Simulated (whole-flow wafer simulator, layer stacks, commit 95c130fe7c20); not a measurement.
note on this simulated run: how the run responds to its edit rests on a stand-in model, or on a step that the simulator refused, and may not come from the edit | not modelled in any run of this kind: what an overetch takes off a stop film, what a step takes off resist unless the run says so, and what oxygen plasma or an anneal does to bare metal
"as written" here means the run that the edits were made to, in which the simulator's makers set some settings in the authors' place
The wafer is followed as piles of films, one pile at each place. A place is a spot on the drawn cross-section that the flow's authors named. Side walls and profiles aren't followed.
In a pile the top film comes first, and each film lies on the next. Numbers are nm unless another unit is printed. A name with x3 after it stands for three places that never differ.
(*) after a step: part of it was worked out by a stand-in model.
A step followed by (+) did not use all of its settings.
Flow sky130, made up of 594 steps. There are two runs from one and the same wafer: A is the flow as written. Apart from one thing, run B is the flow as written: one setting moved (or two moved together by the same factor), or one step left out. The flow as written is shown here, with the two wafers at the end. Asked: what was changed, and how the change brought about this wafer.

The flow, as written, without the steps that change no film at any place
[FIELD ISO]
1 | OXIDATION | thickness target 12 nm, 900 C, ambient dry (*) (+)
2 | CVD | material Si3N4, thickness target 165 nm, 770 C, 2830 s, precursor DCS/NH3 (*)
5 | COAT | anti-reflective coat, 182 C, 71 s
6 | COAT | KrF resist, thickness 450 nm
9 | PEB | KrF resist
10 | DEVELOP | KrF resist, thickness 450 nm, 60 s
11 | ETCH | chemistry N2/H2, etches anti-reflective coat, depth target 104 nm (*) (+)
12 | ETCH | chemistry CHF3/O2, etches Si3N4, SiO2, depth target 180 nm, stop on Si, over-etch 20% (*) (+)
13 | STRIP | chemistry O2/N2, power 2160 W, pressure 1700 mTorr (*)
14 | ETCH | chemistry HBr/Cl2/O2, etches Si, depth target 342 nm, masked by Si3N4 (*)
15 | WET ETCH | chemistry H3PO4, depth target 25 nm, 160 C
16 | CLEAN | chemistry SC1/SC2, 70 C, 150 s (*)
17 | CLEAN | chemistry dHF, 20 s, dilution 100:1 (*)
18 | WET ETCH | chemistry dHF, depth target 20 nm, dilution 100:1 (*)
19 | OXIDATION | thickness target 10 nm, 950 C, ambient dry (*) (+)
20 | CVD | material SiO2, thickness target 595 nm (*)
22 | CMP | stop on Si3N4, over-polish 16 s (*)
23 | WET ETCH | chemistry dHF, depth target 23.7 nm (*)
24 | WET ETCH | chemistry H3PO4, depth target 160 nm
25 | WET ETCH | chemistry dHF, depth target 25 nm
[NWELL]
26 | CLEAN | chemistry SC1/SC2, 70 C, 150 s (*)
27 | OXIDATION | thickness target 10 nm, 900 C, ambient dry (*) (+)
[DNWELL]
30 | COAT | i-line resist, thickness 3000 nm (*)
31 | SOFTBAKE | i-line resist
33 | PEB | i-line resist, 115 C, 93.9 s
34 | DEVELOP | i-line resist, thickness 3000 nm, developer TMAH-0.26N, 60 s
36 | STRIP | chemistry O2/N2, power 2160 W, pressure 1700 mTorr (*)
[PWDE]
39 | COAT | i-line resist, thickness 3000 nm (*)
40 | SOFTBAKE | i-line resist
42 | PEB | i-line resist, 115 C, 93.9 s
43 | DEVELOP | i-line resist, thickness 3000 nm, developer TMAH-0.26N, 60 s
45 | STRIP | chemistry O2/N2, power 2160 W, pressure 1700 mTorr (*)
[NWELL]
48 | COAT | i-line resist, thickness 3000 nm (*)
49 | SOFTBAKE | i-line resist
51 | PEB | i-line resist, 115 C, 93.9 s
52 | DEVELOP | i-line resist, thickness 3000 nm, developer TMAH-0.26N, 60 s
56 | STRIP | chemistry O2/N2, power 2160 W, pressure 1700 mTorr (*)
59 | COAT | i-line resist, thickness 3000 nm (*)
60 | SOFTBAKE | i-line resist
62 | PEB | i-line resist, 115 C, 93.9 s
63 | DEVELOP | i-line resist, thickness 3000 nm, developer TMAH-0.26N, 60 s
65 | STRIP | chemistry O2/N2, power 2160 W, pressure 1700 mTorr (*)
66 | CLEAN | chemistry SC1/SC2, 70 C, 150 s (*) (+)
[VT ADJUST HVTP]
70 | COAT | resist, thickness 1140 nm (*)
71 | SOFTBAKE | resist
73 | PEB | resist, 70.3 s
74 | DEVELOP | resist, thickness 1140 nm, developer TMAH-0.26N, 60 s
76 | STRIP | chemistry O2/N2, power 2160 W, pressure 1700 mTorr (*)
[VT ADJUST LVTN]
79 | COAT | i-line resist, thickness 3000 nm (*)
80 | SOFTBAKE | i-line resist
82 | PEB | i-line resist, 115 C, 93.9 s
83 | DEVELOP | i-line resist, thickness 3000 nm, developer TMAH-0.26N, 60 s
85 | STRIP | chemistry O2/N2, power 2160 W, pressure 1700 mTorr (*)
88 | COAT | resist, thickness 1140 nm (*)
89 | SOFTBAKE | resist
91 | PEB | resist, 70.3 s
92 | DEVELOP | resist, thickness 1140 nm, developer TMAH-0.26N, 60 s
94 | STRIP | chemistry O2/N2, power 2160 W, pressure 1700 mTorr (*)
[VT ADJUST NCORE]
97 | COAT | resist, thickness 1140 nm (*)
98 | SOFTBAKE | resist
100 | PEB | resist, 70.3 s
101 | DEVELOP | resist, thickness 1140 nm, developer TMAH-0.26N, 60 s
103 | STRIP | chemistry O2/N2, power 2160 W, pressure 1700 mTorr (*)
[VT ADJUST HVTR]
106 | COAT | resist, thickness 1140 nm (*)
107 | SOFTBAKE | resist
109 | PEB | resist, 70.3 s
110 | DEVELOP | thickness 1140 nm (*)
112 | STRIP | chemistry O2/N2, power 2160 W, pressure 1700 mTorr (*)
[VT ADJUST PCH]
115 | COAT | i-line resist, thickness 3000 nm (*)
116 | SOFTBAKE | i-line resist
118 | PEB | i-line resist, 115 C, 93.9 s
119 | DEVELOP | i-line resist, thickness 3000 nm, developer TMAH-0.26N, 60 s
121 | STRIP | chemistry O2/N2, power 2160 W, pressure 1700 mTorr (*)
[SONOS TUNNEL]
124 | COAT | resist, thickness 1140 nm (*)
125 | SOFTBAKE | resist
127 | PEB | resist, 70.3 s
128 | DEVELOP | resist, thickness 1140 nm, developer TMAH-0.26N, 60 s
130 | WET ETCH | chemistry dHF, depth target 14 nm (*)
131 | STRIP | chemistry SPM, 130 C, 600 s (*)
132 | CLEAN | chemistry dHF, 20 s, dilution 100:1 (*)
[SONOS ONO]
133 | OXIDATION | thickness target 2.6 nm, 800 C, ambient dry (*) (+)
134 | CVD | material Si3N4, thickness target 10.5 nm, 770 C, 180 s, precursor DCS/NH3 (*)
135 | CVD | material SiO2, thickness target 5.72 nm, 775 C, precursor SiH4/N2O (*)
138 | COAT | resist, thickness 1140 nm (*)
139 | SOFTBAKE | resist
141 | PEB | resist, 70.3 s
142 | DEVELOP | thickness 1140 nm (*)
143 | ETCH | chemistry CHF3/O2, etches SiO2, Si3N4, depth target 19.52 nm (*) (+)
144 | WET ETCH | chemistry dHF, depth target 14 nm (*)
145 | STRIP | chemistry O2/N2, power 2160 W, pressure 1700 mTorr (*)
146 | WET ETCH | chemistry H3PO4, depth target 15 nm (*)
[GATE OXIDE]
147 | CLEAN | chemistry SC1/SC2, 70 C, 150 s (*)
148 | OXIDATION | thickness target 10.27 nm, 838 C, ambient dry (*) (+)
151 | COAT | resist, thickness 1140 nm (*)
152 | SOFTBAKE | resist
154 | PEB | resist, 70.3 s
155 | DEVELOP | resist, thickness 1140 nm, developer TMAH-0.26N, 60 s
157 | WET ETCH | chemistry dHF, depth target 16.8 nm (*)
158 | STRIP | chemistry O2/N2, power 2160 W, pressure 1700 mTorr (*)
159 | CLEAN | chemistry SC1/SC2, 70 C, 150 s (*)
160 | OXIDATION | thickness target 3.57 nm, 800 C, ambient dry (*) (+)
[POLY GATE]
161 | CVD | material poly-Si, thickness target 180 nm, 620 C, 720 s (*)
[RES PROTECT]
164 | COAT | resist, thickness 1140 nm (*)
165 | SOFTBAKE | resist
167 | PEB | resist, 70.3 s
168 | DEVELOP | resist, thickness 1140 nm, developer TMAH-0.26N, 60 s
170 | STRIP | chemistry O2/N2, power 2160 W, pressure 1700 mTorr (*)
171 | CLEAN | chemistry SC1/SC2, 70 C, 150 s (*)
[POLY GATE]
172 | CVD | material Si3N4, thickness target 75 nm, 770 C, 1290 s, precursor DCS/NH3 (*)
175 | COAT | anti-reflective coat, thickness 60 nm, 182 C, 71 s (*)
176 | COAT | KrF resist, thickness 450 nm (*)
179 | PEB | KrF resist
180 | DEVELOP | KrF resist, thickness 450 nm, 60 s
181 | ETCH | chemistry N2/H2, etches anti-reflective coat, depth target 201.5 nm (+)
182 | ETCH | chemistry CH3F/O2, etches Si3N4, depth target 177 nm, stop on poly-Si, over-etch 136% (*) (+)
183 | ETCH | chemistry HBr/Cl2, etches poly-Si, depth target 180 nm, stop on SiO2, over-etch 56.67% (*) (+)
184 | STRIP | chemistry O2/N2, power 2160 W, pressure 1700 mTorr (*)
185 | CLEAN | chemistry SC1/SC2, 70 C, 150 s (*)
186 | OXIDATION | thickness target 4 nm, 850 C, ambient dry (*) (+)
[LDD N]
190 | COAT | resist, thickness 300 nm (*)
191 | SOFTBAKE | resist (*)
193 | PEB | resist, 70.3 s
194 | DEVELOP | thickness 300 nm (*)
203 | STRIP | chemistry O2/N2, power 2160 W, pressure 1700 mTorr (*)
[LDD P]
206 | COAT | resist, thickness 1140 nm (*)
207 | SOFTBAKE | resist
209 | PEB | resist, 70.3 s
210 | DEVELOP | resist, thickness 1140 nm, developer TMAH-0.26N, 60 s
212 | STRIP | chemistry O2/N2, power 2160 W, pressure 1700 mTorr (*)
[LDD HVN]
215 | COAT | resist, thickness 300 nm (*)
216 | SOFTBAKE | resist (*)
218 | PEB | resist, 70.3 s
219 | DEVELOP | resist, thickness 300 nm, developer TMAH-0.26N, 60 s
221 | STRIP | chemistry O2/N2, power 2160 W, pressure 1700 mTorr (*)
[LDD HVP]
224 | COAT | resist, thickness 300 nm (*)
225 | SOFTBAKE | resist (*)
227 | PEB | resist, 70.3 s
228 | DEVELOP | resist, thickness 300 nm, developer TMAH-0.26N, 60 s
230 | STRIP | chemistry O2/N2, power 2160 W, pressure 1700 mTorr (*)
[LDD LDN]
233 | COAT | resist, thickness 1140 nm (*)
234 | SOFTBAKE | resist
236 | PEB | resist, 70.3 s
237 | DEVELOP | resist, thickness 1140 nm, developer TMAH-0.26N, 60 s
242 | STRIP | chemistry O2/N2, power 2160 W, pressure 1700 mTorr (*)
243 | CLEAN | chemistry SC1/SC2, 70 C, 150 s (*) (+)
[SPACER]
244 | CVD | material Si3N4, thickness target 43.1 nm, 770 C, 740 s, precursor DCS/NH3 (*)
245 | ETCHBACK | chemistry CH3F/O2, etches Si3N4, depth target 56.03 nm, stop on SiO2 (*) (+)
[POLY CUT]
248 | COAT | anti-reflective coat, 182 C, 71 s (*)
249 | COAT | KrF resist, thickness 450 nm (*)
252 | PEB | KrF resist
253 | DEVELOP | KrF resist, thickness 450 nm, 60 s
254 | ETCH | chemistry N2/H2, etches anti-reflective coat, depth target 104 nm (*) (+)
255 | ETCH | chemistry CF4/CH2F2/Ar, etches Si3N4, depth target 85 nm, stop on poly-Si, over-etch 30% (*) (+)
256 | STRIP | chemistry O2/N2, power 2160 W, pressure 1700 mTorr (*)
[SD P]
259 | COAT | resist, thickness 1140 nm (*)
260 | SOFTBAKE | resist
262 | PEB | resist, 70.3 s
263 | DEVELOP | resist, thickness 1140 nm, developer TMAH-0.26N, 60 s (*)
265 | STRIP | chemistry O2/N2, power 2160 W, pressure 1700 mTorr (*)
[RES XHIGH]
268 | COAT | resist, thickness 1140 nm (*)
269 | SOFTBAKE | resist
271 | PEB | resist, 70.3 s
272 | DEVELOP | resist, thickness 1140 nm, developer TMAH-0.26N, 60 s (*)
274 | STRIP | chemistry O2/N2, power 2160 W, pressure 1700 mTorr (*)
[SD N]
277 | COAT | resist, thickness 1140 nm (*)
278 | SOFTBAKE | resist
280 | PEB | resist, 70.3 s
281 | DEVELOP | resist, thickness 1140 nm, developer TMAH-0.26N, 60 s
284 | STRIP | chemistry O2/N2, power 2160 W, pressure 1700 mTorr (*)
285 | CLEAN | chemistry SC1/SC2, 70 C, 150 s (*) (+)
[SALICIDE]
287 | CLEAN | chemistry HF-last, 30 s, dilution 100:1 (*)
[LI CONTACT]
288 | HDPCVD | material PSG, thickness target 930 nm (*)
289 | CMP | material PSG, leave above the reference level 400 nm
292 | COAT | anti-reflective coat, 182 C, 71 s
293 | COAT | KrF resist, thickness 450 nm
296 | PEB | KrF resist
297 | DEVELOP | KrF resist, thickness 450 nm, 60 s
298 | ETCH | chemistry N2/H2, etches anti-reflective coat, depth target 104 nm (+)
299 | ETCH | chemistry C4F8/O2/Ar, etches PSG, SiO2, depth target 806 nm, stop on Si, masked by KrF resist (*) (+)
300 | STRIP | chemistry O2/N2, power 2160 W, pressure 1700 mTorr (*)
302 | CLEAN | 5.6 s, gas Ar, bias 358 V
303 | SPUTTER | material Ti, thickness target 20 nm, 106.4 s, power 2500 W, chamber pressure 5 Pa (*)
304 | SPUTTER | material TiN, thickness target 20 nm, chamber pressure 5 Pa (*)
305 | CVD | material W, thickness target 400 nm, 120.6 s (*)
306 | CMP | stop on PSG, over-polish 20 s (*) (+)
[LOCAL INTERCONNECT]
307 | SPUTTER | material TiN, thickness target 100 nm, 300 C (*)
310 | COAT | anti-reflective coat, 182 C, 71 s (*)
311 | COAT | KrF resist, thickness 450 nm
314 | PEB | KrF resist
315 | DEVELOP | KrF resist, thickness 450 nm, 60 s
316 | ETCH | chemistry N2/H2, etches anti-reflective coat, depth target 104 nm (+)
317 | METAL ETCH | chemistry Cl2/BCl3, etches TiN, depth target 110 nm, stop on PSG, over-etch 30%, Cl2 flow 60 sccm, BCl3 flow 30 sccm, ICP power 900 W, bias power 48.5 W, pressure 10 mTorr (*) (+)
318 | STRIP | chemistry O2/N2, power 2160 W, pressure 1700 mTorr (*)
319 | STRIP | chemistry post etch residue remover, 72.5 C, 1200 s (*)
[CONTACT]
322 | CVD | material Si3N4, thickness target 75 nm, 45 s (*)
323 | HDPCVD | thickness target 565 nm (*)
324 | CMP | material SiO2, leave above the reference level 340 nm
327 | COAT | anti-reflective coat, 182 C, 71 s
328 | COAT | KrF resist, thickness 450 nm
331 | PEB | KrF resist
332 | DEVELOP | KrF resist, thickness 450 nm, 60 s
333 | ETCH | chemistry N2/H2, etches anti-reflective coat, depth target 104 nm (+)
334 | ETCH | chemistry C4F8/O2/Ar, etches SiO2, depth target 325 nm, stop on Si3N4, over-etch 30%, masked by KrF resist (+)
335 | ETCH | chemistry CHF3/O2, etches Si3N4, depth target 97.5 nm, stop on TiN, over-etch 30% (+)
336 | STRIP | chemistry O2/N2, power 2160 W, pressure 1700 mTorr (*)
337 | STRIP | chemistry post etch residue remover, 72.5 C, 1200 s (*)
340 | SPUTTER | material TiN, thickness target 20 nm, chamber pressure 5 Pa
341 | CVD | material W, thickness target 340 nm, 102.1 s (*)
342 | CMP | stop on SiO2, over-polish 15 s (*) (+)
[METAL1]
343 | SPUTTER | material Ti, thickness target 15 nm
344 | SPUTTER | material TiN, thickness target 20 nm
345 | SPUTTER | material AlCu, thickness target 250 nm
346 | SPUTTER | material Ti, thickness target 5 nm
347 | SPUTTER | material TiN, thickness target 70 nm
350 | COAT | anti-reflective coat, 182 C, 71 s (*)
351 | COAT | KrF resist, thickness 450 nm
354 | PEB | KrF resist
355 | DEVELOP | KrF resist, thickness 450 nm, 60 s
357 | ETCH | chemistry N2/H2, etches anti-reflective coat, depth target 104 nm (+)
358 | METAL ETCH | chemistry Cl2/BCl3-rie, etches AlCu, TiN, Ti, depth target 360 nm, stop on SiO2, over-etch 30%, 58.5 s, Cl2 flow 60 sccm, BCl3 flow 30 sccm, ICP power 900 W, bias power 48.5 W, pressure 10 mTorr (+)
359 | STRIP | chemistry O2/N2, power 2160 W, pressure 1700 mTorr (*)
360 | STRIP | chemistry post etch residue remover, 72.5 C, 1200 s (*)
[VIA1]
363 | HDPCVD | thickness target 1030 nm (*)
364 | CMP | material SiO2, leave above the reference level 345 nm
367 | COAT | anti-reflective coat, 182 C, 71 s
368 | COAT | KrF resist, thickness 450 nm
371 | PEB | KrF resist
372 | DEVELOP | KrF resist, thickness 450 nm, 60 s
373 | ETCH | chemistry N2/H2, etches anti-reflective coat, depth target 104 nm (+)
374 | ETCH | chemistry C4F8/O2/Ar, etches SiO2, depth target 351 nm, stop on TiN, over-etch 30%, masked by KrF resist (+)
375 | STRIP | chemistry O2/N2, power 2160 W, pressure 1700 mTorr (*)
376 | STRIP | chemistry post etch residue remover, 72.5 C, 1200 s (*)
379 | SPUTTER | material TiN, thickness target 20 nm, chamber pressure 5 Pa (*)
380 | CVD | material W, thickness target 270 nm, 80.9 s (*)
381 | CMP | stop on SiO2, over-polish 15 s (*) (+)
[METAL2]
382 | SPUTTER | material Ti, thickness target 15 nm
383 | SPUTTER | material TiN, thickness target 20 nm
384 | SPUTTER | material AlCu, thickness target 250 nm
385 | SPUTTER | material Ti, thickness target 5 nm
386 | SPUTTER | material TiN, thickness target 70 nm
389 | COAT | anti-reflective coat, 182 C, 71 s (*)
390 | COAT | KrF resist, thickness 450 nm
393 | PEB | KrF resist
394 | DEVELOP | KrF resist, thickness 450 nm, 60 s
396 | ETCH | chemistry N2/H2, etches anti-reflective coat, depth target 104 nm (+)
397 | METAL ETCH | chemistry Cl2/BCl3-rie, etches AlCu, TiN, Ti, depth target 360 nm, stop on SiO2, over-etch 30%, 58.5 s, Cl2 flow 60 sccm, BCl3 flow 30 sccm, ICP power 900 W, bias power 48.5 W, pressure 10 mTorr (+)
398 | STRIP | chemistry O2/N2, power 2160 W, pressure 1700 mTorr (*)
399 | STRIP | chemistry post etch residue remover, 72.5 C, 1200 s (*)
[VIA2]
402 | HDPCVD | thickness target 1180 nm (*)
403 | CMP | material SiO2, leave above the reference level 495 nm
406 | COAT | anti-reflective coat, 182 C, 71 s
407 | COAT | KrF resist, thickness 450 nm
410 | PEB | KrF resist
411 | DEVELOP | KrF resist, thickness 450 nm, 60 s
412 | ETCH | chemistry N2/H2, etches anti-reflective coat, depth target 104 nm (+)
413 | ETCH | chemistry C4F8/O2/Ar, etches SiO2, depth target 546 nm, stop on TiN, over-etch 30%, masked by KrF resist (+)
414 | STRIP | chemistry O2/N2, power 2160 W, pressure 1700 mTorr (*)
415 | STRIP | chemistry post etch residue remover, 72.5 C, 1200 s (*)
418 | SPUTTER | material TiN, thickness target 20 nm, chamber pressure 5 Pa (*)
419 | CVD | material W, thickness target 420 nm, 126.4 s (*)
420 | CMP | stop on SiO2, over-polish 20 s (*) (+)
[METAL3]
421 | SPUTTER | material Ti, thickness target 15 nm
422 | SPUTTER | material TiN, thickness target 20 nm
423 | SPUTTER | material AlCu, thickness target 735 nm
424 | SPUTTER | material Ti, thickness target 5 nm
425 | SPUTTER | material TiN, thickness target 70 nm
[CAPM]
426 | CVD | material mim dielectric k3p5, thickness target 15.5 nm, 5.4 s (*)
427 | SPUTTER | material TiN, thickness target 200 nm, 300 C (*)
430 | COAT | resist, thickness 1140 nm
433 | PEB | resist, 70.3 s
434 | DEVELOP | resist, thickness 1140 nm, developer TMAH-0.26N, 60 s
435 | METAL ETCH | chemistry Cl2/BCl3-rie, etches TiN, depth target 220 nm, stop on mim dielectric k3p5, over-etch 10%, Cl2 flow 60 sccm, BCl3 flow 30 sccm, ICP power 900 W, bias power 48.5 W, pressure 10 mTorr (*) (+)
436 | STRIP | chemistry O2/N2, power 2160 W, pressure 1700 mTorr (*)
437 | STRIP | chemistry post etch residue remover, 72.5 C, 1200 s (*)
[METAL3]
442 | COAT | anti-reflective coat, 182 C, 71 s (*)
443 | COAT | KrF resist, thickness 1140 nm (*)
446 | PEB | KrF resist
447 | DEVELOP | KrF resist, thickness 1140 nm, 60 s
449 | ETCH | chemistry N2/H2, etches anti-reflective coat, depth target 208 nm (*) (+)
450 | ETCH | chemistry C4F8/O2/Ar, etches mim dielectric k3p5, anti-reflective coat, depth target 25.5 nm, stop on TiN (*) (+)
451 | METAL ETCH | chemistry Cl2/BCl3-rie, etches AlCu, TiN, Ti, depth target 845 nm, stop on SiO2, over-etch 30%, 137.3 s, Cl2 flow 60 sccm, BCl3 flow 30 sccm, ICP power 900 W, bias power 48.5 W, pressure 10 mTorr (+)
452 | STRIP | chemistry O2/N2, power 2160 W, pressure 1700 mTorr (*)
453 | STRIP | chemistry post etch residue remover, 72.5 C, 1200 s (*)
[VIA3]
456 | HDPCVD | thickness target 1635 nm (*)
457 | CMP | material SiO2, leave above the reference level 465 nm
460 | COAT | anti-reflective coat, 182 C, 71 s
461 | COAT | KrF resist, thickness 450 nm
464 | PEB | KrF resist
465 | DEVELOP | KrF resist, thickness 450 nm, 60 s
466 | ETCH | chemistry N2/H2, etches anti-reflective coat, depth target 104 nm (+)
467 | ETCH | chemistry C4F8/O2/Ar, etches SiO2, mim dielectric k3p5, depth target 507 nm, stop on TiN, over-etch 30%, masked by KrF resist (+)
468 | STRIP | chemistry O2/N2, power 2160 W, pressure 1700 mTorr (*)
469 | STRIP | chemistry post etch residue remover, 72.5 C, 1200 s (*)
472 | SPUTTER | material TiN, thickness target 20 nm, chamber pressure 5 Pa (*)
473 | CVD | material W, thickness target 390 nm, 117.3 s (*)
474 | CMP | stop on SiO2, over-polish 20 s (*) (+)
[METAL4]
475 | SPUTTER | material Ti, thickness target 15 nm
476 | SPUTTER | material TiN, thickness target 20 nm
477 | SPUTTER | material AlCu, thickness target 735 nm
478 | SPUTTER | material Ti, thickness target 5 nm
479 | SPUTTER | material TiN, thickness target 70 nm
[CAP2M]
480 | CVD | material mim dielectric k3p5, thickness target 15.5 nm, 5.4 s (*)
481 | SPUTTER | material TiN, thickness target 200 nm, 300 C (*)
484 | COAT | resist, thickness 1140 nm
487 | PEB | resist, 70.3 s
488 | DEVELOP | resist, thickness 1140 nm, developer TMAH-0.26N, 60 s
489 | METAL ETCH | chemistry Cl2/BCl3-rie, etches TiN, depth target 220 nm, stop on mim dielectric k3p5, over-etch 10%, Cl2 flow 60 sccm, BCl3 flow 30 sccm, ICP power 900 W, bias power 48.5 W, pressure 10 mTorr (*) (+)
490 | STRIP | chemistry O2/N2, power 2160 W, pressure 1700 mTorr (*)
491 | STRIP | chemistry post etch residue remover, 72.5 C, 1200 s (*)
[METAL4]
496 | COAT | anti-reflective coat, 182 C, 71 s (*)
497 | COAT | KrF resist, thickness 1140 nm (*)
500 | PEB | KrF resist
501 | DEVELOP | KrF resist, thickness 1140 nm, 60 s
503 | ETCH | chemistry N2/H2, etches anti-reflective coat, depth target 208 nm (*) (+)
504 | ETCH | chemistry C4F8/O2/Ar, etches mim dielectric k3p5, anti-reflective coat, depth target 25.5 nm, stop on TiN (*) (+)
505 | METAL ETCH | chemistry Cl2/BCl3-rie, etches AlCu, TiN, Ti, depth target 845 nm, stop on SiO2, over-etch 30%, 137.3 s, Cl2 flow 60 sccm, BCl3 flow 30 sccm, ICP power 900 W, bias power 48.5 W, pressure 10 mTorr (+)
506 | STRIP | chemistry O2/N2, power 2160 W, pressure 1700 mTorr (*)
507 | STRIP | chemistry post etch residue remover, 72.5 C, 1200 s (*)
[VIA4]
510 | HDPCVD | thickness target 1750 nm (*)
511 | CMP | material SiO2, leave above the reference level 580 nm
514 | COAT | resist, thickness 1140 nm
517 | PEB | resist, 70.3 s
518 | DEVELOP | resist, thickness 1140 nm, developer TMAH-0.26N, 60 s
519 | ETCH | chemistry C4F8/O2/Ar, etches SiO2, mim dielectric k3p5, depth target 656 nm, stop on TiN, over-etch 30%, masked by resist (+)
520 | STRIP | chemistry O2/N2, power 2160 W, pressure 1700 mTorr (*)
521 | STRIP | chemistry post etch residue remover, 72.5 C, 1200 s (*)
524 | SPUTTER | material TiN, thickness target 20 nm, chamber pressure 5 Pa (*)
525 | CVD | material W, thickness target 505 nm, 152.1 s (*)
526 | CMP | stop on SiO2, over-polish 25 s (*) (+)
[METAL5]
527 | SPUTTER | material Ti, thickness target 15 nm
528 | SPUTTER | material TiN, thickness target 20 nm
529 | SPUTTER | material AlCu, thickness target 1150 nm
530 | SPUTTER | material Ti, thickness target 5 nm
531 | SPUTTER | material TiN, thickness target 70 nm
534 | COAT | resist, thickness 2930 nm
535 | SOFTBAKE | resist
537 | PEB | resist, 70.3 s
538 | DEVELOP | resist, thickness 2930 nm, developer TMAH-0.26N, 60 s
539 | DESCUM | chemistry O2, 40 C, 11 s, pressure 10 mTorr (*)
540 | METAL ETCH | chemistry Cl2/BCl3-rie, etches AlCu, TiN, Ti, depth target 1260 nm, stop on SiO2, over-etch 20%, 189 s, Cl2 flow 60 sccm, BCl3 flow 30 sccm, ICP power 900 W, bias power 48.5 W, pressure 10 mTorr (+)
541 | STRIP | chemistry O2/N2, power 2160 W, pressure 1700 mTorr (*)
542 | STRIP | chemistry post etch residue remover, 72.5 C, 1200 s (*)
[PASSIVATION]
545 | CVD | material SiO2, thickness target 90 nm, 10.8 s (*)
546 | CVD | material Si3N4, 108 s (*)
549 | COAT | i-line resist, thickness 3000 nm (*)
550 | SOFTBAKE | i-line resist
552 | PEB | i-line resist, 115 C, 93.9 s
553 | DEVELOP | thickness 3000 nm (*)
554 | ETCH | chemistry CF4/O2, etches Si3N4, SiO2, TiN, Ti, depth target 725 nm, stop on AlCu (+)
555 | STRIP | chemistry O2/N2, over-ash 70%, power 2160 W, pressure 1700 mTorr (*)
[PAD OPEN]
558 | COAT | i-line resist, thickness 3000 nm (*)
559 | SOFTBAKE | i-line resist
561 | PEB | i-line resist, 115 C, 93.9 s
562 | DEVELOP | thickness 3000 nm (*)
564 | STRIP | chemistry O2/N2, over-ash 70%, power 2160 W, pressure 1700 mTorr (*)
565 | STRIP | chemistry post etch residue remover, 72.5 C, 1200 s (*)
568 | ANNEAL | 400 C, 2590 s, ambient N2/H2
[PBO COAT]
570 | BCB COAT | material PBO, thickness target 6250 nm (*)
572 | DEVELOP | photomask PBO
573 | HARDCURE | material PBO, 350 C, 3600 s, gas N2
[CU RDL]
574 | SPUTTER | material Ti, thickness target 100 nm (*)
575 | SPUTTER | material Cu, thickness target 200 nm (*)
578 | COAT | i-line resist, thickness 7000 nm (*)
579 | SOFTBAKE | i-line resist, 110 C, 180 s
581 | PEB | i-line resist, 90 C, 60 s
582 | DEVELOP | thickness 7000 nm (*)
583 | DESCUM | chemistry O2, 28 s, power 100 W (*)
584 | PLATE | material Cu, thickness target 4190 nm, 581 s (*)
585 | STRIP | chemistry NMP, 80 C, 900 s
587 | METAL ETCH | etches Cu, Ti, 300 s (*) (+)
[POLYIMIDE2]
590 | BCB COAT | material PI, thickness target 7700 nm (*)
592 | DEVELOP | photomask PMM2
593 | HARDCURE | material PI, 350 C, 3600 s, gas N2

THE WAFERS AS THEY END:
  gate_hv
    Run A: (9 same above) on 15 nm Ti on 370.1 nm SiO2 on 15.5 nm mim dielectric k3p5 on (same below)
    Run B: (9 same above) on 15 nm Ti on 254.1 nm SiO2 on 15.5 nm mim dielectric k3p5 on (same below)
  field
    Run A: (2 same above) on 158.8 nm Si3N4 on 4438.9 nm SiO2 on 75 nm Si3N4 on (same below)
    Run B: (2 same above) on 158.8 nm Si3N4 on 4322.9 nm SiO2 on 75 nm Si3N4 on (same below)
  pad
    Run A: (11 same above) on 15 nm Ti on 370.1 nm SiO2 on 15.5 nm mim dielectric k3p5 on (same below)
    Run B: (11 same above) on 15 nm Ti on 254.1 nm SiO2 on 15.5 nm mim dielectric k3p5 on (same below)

Cause: step 457, CMP: leave above the reference level 349 nm was run, though the flow has leave above the reference level 465 nm.

The path from the change to this, step by step:
  457 | CMP | material SiO2, leave above the reference level 465 nm
      n_well, p_well, gate_hv and 99 more: A -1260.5 SiO2 | B -1376.5 SiO2
      field, active, gate and 82 more: A -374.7 SiO2 | B -490.7 SiO2
      (also at 5 further places)
  467 | ETCH | chemistry C4F8/O2/Ar, etches SiO2, mim dielectric k3p5, depth target 507 nm, stop on TiN, over-etch 30%, masked by KrF resist (+)
      field, active, n_well and 187 more: A -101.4 KrF resist | B -71.2 KrF resist
      m1: A -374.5 SiO2 (all of it), -15.5 mim dielectric k3p5 (all of it) | B -258.5 SiO2 (all of it), -15.5 mim dielectric k3p5 (all of it)
      (also at 1 further place)
  468 | STRIP | chemistry O2/N2, power 2160 W, pressure 1700 mTorr (*)
      field, active, n_well and 187 more: A -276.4 KrF resist (all of it), -80 anti-reflective coat (all of it) | B -306.6 KrF resist (all of it), -80 anti-reflective coat (all of it)
  472 | SPUTTER | material TiN, thickness target 20 nm, chamber pressure 5 Pa (*)
      m1, via3_hole: A +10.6 TiN | B +12.3 TiN
  473 | CVD | material W, thickness target 390 nm, 117.3 s (*)
      m1: A +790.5 W (new film) | B +672.8 W (new film)
      via3_hole: A +789.9 W (new film) | B +672.2 W (new film)
